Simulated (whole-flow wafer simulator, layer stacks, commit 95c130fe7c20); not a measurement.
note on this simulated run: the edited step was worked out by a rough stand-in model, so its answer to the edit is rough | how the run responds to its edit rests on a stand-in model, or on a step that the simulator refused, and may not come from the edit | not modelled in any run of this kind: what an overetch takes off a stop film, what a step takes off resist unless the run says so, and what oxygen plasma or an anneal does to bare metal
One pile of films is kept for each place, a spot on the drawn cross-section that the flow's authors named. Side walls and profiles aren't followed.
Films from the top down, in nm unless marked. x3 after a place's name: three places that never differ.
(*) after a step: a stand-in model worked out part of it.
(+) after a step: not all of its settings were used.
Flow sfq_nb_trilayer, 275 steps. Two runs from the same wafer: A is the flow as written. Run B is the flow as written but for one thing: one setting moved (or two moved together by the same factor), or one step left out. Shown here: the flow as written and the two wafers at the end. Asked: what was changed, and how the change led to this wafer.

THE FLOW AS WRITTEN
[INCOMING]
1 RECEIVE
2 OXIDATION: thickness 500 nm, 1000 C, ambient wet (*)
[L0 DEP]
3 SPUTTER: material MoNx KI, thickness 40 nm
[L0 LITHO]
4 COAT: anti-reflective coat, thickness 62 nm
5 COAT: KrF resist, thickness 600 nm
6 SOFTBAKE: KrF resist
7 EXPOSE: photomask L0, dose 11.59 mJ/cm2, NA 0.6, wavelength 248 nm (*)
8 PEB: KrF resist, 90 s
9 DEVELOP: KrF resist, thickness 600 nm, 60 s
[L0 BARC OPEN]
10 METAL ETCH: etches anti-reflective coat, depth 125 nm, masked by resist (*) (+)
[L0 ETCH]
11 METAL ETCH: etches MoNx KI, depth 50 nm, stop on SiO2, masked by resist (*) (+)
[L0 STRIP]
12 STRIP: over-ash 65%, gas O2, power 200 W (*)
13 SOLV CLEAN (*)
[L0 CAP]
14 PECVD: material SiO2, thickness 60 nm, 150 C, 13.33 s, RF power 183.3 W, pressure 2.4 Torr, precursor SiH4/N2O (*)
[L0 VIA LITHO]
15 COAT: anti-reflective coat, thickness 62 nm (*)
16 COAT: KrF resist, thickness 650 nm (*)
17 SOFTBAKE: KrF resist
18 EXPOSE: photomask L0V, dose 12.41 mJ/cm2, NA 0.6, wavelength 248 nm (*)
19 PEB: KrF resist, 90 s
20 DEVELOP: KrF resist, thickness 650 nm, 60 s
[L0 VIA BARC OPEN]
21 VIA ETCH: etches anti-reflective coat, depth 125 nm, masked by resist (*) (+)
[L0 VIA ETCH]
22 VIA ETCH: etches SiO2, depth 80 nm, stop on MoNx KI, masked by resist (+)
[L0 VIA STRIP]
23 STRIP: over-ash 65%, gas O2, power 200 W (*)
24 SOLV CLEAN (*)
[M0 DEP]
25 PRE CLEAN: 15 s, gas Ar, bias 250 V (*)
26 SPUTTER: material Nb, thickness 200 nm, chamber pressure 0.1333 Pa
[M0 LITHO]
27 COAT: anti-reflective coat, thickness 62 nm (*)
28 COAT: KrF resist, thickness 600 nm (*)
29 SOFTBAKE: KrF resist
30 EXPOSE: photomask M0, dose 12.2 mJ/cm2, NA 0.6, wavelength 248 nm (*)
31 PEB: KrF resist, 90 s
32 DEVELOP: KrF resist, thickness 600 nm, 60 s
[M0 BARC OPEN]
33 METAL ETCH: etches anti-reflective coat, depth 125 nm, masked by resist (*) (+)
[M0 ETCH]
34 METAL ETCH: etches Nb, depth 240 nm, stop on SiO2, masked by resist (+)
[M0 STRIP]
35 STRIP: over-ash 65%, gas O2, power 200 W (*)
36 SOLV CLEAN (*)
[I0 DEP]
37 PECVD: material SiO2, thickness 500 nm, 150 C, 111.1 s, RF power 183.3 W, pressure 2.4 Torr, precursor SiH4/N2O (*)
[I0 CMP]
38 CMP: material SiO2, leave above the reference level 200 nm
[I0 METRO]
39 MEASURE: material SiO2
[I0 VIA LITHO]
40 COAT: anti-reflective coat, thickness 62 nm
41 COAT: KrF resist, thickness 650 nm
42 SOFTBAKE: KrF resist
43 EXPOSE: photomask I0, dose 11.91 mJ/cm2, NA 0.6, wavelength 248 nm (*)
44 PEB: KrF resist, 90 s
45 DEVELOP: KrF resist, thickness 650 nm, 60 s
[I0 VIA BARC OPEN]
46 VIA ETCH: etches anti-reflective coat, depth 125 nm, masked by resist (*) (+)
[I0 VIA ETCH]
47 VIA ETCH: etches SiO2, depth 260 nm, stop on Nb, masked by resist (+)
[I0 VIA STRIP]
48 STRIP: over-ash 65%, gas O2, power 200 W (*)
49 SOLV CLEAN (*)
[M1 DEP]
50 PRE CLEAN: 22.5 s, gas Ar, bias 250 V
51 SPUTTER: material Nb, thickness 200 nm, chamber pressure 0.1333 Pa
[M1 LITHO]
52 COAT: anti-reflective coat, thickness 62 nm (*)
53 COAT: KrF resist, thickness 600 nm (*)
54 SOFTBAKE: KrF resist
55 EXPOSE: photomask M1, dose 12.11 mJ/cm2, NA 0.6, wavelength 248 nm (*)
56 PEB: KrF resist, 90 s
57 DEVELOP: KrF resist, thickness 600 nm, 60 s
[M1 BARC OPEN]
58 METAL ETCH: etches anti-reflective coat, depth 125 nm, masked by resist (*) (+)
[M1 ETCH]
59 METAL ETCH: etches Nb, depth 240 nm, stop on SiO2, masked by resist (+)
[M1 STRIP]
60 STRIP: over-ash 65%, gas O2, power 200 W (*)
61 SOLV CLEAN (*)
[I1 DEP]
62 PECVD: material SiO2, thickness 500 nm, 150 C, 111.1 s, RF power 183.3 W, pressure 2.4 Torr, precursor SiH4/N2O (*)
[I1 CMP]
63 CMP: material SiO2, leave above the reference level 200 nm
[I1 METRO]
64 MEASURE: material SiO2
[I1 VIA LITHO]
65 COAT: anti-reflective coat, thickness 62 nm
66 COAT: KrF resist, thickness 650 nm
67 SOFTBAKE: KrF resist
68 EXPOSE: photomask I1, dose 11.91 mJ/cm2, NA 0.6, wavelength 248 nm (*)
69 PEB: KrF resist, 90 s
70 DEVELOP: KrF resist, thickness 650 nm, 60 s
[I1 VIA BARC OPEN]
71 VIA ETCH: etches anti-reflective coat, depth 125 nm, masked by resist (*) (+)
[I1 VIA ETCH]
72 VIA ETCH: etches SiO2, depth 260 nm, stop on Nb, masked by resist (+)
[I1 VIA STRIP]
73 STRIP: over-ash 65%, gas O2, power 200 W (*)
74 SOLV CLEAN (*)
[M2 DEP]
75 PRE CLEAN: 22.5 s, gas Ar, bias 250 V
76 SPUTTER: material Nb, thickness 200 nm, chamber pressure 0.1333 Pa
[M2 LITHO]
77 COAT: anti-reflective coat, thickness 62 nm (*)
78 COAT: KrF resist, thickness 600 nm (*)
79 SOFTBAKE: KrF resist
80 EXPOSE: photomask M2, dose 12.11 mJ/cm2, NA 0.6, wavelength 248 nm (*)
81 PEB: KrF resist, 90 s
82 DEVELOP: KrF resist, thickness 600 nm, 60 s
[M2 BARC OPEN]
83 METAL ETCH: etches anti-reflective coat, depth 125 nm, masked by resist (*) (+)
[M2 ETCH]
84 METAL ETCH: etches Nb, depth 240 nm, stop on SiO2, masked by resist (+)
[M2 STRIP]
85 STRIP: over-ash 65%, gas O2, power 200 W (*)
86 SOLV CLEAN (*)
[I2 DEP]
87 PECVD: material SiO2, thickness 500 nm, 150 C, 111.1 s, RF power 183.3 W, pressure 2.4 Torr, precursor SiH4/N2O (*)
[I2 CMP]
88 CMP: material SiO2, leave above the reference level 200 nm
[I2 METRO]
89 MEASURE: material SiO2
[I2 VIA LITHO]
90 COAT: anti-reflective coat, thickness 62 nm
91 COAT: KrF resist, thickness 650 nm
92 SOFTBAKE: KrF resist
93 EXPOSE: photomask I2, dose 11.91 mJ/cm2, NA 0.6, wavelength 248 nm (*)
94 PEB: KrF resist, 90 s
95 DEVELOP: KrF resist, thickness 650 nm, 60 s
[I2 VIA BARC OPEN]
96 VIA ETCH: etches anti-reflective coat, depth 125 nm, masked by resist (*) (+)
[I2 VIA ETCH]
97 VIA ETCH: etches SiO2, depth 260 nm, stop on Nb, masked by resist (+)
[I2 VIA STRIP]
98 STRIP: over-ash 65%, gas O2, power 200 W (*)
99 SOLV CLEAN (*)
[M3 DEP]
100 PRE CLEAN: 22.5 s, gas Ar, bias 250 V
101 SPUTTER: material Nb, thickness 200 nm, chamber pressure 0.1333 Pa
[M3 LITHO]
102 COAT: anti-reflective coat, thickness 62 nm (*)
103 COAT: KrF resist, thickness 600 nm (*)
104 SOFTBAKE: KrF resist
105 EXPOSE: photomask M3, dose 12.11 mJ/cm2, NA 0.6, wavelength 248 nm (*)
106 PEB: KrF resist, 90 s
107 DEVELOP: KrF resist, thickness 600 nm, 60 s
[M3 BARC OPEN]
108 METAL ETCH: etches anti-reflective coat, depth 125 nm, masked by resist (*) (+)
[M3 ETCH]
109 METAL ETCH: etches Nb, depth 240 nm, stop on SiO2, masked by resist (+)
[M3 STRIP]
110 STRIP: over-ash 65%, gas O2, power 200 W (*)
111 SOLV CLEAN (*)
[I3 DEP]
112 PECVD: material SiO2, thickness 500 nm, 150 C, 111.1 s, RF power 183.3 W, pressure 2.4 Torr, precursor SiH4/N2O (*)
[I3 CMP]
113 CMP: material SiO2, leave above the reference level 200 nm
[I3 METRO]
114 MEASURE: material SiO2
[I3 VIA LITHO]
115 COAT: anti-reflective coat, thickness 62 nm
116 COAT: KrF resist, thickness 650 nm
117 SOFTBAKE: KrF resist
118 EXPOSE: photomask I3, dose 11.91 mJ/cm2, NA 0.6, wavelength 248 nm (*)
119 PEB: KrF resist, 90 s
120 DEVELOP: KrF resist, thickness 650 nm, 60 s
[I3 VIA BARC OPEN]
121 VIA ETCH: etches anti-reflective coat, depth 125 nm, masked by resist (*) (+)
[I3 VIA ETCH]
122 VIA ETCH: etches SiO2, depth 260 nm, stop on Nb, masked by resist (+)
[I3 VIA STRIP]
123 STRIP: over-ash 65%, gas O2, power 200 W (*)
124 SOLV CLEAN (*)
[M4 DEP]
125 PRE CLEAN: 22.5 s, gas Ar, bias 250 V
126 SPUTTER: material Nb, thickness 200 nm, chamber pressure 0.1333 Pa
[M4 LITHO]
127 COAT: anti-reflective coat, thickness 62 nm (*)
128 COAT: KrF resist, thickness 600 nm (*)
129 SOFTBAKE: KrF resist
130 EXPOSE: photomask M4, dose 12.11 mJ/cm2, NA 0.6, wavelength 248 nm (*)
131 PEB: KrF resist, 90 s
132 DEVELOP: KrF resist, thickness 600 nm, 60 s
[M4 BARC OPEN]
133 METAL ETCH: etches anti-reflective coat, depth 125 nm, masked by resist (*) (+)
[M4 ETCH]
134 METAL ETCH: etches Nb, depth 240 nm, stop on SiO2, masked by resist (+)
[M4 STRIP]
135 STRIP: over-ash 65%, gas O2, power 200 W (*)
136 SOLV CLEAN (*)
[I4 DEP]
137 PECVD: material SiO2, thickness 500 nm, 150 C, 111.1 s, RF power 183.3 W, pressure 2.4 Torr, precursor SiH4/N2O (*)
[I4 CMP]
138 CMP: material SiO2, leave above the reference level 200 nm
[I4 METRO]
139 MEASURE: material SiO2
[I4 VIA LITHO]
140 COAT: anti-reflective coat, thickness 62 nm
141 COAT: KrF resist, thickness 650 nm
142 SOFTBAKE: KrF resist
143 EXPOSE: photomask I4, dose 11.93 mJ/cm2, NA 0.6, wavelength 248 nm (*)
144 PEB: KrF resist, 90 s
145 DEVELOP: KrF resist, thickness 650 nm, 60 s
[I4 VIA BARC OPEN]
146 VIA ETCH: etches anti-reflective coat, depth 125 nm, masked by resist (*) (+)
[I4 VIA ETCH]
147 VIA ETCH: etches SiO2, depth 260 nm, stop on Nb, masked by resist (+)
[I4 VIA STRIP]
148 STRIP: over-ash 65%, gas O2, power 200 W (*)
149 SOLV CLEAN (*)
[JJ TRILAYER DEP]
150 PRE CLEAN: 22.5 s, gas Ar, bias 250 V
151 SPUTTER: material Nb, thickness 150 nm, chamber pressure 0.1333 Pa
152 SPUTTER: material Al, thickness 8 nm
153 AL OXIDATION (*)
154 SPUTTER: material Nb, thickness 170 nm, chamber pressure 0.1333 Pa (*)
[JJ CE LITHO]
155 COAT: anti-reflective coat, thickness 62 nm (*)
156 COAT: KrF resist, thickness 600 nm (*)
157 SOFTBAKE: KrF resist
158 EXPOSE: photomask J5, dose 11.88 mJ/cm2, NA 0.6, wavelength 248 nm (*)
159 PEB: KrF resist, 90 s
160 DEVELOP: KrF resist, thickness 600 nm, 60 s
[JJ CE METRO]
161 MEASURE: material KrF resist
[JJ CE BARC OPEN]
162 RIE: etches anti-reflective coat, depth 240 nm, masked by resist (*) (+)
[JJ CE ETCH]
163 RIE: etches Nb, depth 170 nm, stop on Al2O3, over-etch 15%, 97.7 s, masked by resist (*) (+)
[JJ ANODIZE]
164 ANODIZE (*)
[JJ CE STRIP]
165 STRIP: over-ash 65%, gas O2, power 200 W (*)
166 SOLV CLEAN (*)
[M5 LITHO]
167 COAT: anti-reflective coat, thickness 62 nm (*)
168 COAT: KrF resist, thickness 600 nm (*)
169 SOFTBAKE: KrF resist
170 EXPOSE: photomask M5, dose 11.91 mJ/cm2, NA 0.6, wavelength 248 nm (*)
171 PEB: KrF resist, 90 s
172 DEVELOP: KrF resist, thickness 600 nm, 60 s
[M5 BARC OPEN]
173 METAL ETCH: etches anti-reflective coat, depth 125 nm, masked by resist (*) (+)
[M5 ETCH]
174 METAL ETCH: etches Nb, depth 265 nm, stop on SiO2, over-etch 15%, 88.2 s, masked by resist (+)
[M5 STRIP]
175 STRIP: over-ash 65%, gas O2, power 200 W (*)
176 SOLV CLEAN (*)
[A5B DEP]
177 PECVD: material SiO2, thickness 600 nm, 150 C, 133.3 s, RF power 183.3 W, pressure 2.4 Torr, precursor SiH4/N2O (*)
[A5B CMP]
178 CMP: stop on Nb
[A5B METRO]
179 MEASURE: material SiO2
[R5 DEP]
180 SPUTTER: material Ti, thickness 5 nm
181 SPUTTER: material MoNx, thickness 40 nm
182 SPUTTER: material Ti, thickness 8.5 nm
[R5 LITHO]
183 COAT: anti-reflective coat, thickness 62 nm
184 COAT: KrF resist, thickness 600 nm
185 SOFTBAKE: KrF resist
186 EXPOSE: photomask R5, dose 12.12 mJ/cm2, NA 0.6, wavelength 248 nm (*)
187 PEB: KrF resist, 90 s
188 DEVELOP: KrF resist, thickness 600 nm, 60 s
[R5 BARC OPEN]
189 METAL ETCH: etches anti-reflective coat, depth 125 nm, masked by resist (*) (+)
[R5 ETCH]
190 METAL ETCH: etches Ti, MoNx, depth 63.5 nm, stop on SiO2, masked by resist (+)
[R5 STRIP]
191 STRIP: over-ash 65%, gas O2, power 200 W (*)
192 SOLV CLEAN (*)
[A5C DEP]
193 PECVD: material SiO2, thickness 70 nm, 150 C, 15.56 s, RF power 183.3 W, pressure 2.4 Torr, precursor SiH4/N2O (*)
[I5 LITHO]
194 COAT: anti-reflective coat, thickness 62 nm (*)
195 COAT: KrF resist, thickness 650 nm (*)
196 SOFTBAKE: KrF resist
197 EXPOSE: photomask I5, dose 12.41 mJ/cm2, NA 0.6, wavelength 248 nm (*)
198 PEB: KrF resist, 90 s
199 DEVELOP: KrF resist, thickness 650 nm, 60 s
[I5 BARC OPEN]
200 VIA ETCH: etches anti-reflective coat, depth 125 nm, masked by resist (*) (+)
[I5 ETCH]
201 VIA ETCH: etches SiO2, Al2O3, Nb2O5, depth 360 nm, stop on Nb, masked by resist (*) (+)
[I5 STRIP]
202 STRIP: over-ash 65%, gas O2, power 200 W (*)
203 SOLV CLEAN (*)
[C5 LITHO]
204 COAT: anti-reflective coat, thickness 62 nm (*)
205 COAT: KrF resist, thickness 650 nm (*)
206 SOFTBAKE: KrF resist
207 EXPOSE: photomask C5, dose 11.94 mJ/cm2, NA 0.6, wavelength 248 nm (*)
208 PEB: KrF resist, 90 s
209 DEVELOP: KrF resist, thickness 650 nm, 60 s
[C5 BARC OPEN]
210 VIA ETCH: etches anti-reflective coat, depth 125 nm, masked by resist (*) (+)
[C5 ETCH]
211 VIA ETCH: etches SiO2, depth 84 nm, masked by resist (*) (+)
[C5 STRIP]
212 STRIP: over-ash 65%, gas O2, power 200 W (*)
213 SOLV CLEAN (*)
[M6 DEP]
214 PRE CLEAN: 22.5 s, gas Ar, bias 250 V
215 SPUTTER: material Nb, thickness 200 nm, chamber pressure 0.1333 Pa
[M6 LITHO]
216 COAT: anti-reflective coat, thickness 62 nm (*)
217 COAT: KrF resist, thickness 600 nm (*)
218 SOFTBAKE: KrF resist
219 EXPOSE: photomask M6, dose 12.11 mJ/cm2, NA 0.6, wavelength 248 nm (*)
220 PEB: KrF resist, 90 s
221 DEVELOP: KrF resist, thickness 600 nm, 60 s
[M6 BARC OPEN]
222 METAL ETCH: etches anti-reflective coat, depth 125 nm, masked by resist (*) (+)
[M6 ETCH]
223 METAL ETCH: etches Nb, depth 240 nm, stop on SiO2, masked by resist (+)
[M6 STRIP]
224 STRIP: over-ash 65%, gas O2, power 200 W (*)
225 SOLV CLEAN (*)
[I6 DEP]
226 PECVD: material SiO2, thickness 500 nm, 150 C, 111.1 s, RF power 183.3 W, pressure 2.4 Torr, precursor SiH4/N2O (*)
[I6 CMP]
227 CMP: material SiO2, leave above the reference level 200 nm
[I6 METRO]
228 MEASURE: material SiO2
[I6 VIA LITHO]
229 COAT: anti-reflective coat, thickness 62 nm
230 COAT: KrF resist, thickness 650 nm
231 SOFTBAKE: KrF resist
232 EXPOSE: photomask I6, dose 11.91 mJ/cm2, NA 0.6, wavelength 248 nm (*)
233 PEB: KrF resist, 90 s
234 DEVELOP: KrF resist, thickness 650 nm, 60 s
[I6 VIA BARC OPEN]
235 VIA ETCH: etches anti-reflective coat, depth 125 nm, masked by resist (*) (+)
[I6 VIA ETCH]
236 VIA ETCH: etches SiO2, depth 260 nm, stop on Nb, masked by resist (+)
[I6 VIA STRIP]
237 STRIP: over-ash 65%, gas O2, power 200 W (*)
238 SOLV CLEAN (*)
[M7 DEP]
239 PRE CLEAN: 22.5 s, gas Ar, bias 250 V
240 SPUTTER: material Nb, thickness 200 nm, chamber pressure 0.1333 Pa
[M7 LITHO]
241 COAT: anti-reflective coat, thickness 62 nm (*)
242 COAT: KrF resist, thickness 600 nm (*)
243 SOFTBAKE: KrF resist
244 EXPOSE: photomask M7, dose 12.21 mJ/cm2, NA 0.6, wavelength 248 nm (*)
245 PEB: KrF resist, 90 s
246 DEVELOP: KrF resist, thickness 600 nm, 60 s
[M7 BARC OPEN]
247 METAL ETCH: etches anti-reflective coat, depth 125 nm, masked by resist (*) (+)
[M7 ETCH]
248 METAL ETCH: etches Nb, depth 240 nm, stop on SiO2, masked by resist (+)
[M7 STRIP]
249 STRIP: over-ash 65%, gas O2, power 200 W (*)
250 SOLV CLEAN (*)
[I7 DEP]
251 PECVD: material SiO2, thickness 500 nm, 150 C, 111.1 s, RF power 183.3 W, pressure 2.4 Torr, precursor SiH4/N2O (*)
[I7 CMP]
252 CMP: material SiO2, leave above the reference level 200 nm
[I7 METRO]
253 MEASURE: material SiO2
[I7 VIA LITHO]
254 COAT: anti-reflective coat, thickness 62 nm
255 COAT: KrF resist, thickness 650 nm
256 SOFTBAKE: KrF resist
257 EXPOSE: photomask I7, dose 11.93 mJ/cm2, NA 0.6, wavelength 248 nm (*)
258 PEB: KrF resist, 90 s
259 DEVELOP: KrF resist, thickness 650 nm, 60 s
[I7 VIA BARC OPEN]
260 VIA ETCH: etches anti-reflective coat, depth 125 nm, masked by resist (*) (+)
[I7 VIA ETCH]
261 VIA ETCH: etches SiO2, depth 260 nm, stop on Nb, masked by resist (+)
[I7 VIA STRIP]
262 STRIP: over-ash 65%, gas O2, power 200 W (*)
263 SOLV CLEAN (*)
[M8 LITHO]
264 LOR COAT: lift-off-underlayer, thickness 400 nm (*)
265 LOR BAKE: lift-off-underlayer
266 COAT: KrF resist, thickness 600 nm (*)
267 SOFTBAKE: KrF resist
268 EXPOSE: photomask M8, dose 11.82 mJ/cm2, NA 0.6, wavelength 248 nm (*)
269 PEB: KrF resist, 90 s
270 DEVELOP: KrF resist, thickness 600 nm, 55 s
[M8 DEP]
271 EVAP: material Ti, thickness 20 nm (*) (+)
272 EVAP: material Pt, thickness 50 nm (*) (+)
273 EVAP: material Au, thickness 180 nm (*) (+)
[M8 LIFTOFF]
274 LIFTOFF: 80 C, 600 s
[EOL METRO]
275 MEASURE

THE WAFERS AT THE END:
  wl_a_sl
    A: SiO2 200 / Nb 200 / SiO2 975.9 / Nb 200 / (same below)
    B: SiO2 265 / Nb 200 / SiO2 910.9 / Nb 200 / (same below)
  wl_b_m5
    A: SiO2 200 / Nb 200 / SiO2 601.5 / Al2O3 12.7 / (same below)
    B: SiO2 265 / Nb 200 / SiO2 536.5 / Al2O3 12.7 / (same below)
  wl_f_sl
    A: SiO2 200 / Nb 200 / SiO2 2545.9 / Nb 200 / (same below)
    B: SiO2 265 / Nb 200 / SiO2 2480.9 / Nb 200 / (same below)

The cause: step 226, PECVD: thickness 335 nm was run, where the flow has thickness 500 nm; step 226, PECVD: 74.44 s was run, where the flow has 111.1 s.

How the change led to this, step by step:
  226 PECVD: material SiO2, thickness 500 nm, 150 C, 111.1 s, RF power 183.3 W, pressure 2.4 Torr, precursor SiH4/N2O (*)
      field_l, p4_fl, p4_fm and 62 more: A SiO2 +500 | B SiO2 +335
      v_sur, via_wl, via_w and 21 more: A SiO2 +500 (new film) | B SiO2 +335 (new film)
      (and at 17 more places)
  227 CMP: material SiO2, leave above the reference level 200 nm
      field_l, p4_fl, p4_fm and 59 more: A SiO2 -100 | B nothing
      moat, field_r, lsp_l, ln_m5, lsp_m: A SiO2 -93.6 | B nothing
      (and at 39 more places)
  229 COAT: anti-reflective coat, thickness 62 nm
      field_r, ln_m5, wl_d_sr and 6 more: A anti-reflective coat +62 (new film) | B anti-reflective coat +63.6 (new film)
      lsp_m, lsp_r, m0r_space_l, m0r_space_r, m7r_space_l, m7r_space_r: A anti-reflective coat +62 (new film) | B anti-reflective coat +71.3 (new film)
      (and at 71 more places)
  230 COAT: KrF resist, thickness 650 nm
      via_wr, via_sp: A KrF resist +650 (new film) | B KrF resist +631.5 (new film)
      gap, field_r: A KrF resist +650 (new film) | B KrF resist +665.2 (new film)
      (and at 29 more places)
  234 DEVELOP: KrF resist, thickness 650 nm, 60 s
      via_v: A KrF resist -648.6 (all of it) | B KrF resist -626.5 (all of it)
  235 VIA ETCH: etches anti-reflective coat, depth 125 nm, masked by resist (*) (+)
      field_l, v_sur, via_wl and 102 more: A KrF resist -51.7 | B KrF resist -48
      via_v: A anti-reflective coat -62 (all of it), SiO2 -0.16 | B anti-reflective coat -57.6 (all of it), SiO2 -0.14
  237 STRIP: over-ash 65%, gas O2, power 200 W (*)
      m0r_line_l, m0r_line_r, m7r_line_l, m7r_line_r: A KrF resist -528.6 (all of it), anti-reflective coat -62 (all of it) | B KrF resist -544.7 (all of it), anti-reflective coat -63.6 (all of it)
      m0r_space_l, m0r_space_r, m7r_space_l, m7r_space_r: A KrF resist -528.6 (all of it), anti-reflective coat -62 (all of it) | B KrF resist -539.5 (all of it), anti-reflective coat -71.3 (all of it)
      (and at 78 more places)
  240 SPUTTER: material Nb, thickness 200 nm, chamber pressure 0.1333 Pa
      moat, lsp_m: A Nb +200 (new film) | B Nb +193 (new film)
      be: A Nb +200 (new film) | B Nb +146.3 (new film)
      (and at 1 more place)
  241 COAT: anti-reflective coat, thickness 62 nm (*)
      wl_d_m1, wl_e_m5, m0r_line_l, m5r_line_l, m5r_line_r, m7r_line_l, m8r_gap_c: A anti-reflective coat +62 (new film) | B anti-reflective coat +63.5 (new film)
      wl_d_sr, wl_e_sl, wl_e_sr, m0r_line_r, m7r_line_r: A anti-reflective coat +62 (new film) | B anti-reflective coat +63.4 (new film)
      (and at 72 more places)
  242 COAT: KrF resist, thickness 600 nm (*)
      m5r_linepad_l, m5r_linepad_r: A KrF resist +600 (new film) | B KrF resist +586.4 (new film)
      m6r_line_l, m6r_line_r: A KrF resist +600 (new film) | B KrF resist +580.5 (new film)
      (and at 32 more places)
  246 DEVELOP: KrF resist, thickness 600 nm, 60 s
      m5r_linepad_l, m5r_linepad_r: A KrF resist -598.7 (all of it) | B KrF resist -585.1 (all of it)
      m6r_line_l, m6r_line_r: A KrF resist -598.7 (all of it) | B KrF resist -579.2 (all of it)
      (and at 6 more places)
  247 METAL ETCH: etches anti-reflective coat, depth 125 nm, masked by resist (*) (+)
      v_sur, via_wl, via_w and 38 more: A KrF resist -51.7 | B KrF resist -52.9
      wl_d_m1, wl_e_m5, m0r_line_l, m5r_line_l, m5r_line_r, m8r_gap_c: A anti-reflective coat -62 (all of it) | B anti-reflective coat -63.5 (all of it)
      (and at 38 more places)
  249 STRIP: over-ash 65%, gas O2, power 200 W (*)
      v_sur: A KrF resist -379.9 (all of it), anti-reflective coat -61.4 (all of it) | B KrF resist -356.7 (all of it), anti-reflective coat -49.5 (all of it)
      via_wl: A KrF resist -379.3 (all of it), anti-reflective coat -61.3 (all of it) | B KrF resist -353.1 (all of it), anti-reflective coat -56.9 (all of it)
      (and at 39 more places)
  251 PECVD: material SiO2, thickness 500 nm, 150 C, 111.1 s, RF power 183.3 W, pressure 2.4 Torr, precursor SiH4/N2O (*)
      be: A SiO2 +500 (new film) | B SiO2 +673.3 (new film)
  252 CMP: material SiO2, leave above the reference level 200 nm
      field_l, p4_fl, p4_fm and 48 more: A SiO2 -100 | B SiO2 -35
      wl_a_sl, wl_a_sr, wl_b_sl and 9 more: A SiO2 -300 | B SiO2 -235
      (and at 17 more places)
